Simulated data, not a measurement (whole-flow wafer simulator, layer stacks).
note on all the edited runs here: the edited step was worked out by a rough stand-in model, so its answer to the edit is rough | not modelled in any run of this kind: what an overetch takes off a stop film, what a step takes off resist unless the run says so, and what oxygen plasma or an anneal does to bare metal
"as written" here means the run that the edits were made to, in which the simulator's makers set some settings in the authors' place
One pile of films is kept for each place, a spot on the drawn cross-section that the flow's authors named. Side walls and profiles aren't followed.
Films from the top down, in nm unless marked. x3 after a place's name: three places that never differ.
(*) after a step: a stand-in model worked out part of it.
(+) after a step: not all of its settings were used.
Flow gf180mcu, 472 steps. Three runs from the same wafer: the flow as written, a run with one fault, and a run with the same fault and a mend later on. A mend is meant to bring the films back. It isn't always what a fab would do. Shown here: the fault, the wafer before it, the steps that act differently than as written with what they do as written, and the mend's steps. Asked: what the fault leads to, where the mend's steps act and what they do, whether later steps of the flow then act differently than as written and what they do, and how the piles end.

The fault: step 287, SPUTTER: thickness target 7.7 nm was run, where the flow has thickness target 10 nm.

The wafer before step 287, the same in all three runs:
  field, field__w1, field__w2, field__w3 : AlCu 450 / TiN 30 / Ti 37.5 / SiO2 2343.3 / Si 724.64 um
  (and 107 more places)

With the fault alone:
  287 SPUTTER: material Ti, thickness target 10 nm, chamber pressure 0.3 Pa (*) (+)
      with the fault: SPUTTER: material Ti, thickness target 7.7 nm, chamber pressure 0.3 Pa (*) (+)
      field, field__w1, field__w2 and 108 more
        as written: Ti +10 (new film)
        with the fault: Ti +7.7 (new film)
  Later steps of the flow that act differently than as written (4 more steps differ only slightly, by at most 2% or 0.5 nm, whichever is larger, and aren't shown):
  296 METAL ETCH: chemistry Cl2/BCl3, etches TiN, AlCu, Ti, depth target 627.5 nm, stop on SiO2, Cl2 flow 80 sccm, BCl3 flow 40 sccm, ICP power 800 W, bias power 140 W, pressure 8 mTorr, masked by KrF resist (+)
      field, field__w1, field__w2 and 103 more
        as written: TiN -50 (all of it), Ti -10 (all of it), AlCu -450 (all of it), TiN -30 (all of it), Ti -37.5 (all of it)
        with the fault: TiN -50 (all of it), Ti -7.7 (all of it), AlCu -450 (all of it), TiN -30 (all of it), Ti -37.5 (all of it)
  At the end the piles differ from the flow's by more than 2% or 0.5 nm, whichever is larger, at field__w8, contact, m1, m1__w1, m1_nw.
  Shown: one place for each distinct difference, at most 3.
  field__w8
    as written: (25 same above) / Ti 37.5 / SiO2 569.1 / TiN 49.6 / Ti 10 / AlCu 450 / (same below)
    with the fault: (25 same above) / Ti 37.5 / SiO2 571.4 / TiN 49.6 / Ti 7.7 / AlCu 450 / (same below)
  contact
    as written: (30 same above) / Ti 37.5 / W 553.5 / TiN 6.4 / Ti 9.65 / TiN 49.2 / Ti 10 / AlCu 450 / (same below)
    with the fault: (30 same above) / Ti 37.5 / W 555.8 / TiN 6.4 / Ti 9.64 / TiN 49.2 / Ti 7.7 / AlCu 450 / (same below)

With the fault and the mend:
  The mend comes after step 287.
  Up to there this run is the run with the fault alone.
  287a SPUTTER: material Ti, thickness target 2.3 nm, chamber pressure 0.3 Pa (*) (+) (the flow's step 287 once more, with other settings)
      field, field__w1, field__w2 and 108 more
        Ti +2.3
  No later step of the flow acts differently than as written at any place that is followed.
  At the end the piles are the same as the flow's at every place that both follow.
